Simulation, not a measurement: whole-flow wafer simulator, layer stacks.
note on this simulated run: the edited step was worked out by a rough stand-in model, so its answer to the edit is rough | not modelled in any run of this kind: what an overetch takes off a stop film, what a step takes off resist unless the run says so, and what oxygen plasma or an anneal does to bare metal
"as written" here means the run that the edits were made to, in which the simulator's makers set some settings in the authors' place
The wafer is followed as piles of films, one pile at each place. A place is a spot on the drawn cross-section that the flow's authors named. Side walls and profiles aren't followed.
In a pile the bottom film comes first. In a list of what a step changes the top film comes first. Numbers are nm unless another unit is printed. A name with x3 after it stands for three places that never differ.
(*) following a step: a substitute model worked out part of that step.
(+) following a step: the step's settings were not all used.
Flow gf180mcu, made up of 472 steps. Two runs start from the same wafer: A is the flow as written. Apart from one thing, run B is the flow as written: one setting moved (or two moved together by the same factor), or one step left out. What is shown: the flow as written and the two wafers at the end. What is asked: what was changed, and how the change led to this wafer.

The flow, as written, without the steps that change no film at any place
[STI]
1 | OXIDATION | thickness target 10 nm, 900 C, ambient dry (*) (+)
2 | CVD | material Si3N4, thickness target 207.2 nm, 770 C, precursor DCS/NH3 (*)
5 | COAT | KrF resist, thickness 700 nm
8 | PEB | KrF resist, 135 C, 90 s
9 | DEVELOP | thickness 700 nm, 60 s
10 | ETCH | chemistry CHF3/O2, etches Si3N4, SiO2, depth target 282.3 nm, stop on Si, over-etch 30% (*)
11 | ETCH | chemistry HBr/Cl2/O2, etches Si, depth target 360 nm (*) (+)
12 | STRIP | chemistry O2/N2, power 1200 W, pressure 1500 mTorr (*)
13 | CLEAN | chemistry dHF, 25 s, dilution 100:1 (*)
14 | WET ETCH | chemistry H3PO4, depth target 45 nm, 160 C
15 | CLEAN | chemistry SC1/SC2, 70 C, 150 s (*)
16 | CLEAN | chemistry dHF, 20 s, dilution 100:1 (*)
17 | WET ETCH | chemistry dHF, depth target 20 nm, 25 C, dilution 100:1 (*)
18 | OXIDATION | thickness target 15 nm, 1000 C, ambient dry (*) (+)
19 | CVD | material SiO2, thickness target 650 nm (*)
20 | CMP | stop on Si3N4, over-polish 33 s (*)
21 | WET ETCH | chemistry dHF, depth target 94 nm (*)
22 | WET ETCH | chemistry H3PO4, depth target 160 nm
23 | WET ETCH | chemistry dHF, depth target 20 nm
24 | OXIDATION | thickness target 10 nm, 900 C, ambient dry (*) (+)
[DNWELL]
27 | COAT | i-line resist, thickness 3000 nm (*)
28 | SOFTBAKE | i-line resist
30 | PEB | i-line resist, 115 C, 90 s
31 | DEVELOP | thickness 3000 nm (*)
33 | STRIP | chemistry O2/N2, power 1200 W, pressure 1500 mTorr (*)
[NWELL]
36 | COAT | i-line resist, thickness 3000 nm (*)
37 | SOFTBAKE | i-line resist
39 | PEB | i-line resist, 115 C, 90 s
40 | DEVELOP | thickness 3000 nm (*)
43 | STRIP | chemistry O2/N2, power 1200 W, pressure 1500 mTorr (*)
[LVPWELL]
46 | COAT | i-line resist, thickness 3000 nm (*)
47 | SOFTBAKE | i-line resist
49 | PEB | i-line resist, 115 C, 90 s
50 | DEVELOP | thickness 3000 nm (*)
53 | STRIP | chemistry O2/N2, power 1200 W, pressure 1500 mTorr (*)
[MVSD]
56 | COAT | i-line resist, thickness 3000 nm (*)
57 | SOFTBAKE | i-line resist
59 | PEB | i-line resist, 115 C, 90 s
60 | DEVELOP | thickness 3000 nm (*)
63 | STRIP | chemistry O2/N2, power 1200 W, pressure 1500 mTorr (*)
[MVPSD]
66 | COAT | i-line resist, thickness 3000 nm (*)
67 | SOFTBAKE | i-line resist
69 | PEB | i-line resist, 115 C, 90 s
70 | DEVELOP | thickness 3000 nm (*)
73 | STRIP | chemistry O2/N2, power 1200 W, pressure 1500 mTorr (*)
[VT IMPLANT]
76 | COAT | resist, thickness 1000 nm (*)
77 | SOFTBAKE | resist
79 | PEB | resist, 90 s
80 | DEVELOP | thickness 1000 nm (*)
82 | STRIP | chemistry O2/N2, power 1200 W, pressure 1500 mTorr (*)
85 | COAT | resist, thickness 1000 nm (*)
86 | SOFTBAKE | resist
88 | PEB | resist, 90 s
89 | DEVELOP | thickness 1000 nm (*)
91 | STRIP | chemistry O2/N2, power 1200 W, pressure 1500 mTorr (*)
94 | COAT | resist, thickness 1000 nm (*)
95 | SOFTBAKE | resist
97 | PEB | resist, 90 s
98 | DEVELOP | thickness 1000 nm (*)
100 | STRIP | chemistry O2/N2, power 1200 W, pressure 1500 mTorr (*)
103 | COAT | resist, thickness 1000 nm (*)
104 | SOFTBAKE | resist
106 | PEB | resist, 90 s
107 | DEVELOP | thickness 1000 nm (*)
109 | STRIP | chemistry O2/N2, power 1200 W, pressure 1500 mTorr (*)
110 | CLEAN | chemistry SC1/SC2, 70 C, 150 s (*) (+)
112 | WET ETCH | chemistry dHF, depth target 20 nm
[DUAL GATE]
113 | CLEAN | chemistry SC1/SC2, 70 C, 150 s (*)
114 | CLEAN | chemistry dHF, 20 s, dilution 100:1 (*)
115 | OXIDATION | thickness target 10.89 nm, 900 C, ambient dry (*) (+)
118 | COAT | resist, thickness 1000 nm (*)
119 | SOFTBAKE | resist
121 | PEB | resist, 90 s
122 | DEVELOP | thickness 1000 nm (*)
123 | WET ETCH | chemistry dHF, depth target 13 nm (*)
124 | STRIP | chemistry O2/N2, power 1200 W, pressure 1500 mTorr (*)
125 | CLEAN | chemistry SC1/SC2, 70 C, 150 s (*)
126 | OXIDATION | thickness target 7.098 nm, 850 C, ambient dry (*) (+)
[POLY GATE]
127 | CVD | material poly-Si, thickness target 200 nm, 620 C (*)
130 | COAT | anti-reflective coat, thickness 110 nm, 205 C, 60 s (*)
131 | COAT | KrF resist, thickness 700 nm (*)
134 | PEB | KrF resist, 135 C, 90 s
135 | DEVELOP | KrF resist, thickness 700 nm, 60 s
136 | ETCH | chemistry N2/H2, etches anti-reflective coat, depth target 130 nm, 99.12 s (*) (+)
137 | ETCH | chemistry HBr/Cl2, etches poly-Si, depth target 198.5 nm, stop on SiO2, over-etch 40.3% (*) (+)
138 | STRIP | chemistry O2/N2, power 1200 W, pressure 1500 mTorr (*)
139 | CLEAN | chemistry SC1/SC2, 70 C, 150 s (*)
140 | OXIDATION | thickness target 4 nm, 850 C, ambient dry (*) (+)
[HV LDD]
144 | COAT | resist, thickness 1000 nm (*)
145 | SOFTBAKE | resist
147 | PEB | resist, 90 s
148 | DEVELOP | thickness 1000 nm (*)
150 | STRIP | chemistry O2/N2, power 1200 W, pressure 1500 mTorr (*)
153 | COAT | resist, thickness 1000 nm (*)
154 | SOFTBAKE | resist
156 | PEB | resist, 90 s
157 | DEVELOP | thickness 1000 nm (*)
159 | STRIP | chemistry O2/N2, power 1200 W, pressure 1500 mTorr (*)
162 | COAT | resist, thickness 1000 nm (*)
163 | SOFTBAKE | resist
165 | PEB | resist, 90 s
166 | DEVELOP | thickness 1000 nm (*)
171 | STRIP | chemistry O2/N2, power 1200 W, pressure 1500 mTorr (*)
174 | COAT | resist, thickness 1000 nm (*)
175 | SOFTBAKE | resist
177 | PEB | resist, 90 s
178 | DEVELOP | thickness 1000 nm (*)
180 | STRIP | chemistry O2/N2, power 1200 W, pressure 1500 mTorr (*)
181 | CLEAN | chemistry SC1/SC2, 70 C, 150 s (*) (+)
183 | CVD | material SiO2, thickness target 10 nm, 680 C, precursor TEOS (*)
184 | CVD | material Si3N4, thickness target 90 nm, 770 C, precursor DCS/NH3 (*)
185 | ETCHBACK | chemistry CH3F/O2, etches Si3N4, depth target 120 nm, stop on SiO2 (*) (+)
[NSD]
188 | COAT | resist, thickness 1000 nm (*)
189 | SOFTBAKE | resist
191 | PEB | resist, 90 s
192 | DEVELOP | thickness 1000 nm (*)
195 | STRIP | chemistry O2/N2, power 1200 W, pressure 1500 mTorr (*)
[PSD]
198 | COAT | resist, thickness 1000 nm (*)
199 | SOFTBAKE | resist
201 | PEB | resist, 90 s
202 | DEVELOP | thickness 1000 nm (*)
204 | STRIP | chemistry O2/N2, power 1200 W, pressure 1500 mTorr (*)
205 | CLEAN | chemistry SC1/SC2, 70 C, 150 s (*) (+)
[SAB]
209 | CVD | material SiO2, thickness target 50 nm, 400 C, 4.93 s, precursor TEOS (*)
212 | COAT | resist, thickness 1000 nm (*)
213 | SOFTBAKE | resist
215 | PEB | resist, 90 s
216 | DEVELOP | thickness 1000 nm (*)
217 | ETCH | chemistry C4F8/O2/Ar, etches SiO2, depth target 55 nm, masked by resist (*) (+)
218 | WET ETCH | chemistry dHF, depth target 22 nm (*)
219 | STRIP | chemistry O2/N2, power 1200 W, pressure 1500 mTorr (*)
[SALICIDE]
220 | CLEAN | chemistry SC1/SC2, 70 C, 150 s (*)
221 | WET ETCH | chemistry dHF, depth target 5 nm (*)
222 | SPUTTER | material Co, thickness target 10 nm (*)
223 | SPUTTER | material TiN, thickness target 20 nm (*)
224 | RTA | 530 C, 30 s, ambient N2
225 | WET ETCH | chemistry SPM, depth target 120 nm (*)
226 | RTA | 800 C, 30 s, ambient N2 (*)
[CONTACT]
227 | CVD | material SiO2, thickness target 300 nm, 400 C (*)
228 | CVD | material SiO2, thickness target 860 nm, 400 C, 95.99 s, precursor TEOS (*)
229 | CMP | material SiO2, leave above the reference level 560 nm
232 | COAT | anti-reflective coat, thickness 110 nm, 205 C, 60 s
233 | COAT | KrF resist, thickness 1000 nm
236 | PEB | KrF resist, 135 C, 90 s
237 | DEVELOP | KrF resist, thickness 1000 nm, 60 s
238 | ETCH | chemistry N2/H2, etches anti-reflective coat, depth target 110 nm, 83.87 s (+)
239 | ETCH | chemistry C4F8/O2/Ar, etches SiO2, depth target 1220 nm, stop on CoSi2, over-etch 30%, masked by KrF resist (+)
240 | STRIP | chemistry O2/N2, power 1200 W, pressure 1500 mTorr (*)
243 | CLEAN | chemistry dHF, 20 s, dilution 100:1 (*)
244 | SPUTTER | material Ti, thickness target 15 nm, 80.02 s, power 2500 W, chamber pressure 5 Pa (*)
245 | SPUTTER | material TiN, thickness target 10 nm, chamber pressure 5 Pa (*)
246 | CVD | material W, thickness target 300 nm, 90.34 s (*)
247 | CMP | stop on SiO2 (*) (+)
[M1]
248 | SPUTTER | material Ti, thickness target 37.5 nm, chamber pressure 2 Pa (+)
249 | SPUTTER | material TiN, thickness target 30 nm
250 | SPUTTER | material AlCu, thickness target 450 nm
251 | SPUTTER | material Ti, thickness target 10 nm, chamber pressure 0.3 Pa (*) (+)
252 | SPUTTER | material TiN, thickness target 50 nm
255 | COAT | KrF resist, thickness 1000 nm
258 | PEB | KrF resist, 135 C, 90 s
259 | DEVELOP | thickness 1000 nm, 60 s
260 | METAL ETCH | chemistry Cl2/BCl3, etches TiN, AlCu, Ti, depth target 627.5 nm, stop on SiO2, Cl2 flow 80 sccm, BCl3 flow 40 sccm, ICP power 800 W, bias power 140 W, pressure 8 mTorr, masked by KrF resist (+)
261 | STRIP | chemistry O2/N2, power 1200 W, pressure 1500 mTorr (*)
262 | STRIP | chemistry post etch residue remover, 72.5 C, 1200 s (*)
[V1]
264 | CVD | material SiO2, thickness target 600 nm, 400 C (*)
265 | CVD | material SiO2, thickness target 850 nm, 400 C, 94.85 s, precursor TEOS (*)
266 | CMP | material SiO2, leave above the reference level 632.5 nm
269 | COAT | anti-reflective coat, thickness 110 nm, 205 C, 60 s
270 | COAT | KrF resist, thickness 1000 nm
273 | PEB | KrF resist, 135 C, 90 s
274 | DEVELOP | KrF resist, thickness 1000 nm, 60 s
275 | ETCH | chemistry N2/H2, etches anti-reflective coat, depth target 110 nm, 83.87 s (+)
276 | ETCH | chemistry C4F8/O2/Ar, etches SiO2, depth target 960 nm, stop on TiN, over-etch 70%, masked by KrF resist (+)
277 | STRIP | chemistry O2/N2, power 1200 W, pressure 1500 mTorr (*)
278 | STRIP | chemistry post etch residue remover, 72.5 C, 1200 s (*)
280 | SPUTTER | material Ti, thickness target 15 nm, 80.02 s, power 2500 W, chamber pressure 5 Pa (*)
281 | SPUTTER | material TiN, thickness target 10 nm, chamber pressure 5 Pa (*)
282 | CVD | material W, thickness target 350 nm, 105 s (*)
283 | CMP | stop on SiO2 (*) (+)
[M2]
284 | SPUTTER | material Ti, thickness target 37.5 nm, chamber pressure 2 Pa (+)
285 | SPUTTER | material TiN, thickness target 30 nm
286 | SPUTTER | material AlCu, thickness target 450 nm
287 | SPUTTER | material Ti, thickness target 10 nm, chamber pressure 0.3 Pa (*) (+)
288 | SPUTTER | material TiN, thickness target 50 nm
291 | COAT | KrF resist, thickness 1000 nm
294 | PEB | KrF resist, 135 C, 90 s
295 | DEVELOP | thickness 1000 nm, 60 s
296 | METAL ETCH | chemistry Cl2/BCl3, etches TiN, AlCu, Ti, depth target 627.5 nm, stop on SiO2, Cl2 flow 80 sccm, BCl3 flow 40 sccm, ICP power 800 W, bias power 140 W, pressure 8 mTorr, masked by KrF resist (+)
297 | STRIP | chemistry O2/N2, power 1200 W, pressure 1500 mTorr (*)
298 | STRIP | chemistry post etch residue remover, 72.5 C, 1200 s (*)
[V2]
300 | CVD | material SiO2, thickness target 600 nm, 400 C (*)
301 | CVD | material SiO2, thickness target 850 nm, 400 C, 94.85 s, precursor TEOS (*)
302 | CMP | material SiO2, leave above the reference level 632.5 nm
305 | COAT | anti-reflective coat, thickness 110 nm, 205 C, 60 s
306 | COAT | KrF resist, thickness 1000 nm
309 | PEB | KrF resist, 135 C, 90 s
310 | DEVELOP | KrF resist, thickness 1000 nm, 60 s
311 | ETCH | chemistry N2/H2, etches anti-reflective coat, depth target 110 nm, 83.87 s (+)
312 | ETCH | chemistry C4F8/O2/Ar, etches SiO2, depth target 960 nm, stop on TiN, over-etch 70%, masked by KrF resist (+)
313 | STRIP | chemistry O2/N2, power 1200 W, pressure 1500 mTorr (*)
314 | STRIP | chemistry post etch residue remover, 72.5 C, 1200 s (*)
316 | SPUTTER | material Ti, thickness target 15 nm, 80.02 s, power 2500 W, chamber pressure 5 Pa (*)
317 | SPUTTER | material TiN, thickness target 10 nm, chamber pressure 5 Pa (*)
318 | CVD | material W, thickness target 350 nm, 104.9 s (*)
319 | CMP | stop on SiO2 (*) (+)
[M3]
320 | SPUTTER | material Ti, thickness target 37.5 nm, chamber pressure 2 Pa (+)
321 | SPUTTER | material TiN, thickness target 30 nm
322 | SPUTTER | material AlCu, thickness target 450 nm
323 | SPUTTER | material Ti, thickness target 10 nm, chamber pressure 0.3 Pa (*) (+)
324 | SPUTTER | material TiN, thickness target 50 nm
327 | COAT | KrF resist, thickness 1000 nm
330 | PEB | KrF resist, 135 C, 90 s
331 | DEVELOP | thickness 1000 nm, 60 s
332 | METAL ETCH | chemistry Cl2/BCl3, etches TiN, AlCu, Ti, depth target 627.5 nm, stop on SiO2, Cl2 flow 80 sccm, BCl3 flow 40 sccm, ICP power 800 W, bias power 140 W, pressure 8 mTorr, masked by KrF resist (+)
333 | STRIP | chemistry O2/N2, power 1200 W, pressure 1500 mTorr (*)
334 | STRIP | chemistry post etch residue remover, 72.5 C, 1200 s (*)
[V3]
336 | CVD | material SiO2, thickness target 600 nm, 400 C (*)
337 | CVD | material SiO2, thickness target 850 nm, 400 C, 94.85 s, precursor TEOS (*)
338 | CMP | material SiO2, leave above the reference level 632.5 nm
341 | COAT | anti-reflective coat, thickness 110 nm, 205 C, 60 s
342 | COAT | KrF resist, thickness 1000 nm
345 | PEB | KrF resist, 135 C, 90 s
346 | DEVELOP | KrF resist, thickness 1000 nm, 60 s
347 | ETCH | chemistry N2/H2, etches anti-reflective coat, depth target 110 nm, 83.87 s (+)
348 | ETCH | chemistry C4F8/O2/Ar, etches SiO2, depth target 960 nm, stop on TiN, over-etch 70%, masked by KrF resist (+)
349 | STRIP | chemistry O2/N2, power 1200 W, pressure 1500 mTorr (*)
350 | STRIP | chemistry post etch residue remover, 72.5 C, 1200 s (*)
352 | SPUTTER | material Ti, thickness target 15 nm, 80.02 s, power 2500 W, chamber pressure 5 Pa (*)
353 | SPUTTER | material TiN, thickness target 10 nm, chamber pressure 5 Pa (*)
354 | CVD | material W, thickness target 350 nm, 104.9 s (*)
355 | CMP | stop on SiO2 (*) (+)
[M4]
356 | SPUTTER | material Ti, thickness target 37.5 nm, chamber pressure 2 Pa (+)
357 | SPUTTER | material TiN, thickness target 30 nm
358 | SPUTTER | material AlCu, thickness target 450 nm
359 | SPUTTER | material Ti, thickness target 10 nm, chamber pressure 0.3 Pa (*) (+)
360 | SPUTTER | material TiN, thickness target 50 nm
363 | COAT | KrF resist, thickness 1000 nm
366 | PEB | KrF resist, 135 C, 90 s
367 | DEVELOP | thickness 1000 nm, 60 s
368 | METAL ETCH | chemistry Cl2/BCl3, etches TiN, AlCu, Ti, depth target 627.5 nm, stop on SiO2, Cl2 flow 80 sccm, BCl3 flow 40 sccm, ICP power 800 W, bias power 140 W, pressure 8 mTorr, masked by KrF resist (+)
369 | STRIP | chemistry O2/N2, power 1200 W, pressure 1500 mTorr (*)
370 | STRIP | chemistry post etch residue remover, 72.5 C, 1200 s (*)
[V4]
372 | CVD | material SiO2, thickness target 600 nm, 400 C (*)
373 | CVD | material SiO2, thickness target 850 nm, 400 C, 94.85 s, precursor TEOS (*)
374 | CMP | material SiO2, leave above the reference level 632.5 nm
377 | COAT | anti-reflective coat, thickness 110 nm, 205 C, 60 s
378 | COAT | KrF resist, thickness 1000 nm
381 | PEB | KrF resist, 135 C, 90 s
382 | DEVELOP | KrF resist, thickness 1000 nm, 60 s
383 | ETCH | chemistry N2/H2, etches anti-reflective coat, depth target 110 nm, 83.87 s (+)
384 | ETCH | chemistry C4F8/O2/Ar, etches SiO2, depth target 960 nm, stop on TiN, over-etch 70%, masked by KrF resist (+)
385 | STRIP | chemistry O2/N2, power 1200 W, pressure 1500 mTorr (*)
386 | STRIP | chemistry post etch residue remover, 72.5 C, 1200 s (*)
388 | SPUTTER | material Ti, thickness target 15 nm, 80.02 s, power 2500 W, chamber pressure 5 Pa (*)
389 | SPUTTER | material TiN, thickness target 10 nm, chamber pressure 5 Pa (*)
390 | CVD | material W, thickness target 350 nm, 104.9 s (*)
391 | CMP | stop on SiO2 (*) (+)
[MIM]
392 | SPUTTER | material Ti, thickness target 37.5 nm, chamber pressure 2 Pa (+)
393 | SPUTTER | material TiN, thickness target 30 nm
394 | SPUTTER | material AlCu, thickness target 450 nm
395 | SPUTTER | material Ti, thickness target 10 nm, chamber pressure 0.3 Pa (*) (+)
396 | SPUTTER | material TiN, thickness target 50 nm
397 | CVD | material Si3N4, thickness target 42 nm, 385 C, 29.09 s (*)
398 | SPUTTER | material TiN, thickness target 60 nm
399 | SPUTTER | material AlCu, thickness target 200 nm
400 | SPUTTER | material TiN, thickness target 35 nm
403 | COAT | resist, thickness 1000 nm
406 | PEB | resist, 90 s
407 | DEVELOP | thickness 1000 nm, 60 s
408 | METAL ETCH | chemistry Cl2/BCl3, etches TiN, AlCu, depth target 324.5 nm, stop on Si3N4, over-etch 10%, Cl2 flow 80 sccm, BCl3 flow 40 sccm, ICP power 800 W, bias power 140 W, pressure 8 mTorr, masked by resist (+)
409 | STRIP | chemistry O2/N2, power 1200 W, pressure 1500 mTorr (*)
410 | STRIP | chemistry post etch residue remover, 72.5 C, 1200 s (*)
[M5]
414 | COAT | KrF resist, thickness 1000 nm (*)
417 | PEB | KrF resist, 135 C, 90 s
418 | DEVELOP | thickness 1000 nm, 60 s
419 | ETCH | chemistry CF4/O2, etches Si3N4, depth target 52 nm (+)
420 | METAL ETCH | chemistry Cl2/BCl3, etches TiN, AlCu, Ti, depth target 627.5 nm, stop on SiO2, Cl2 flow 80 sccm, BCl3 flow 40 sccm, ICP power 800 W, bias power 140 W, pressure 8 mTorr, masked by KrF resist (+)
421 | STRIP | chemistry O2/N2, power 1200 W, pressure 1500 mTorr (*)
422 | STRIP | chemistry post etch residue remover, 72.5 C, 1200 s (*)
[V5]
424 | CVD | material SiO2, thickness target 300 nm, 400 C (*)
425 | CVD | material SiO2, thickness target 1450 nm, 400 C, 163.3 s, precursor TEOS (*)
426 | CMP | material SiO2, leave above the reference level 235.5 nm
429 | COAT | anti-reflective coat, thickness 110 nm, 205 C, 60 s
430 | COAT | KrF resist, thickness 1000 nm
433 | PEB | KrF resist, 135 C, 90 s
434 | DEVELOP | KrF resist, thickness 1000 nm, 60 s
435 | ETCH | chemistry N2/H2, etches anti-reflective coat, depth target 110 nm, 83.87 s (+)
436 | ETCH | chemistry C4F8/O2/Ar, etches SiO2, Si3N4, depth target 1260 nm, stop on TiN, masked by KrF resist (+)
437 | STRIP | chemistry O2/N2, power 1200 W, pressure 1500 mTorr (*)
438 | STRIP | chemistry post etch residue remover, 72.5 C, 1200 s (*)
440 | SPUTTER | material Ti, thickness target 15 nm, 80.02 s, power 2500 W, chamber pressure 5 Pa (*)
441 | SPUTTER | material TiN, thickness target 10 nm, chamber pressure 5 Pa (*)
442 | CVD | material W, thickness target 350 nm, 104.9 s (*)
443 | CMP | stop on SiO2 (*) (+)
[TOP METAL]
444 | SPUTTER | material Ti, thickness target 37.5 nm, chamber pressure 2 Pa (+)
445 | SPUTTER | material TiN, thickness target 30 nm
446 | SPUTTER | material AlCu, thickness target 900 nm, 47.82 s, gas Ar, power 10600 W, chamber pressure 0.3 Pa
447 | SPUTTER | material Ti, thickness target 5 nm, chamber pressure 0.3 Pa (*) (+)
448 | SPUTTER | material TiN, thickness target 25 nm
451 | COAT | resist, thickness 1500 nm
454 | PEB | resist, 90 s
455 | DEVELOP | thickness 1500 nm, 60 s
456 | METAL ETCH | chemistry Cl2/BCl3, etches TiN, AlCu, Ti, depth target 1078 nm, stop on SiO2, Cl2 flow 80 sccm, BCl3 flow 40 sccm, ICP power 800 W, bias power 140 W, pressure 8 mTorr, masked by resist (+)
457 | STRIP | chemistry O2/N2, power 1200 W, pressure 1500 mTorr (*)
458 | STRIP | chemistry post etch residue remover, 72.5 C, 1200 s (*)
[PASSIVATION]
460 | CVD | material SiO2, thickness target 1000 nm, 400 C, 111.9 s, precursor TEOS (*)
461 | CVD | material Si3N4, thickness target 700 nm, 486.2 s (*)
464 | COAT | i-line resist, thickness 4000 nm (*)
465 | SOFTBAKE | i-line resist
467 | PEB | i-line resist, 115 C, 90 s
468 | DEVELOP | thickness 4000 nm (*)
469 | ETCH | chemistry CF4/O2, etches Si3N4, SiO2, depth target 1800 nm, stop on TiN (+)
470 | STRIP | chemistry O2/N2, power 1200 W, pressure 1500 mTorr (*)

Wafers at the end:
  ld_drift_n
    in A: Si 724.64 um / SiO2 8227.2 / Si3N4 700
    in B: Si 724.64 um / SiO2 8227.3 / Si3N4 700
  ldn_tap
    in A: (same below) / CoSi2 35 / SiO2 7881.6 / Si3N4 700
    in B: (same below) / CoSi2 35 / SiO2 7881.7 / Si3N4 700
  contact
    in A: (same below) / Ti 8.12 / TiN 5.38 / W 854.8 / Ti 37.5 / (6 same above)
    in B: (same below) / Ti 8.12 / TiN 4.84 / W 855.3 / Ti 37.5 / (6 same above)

What caused this: step 441, SPUTTER: thickness target 9 nm was run, though the flow has thickness target 10 nm.

The path from the change to this, step by step:
  441 | SPUTTER | material TiN, thickness target 10 nm, chamber pressure 5 Pa (*)
      field, field__w1, field__w2 and 108 more: A TiN gains 10 (new film) | B TiN gains 9 (new film)
      contact: A TiN gains 5.38 (new film) | B TiN gains 4.84 (new film)
  443 | CMP | stop on SiO2 (*) (+)
      field, field__w1, field__w2 and 108 more: A W loses 350 (all of it), TiN loses 10 (all of it), Ti loses 15 (all of it), SiO2 loses 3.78 | B W loses 350 (all of it), TiN loses 9 (all of it), Ti loses 15 (all of it), SiO2 loses 3.77
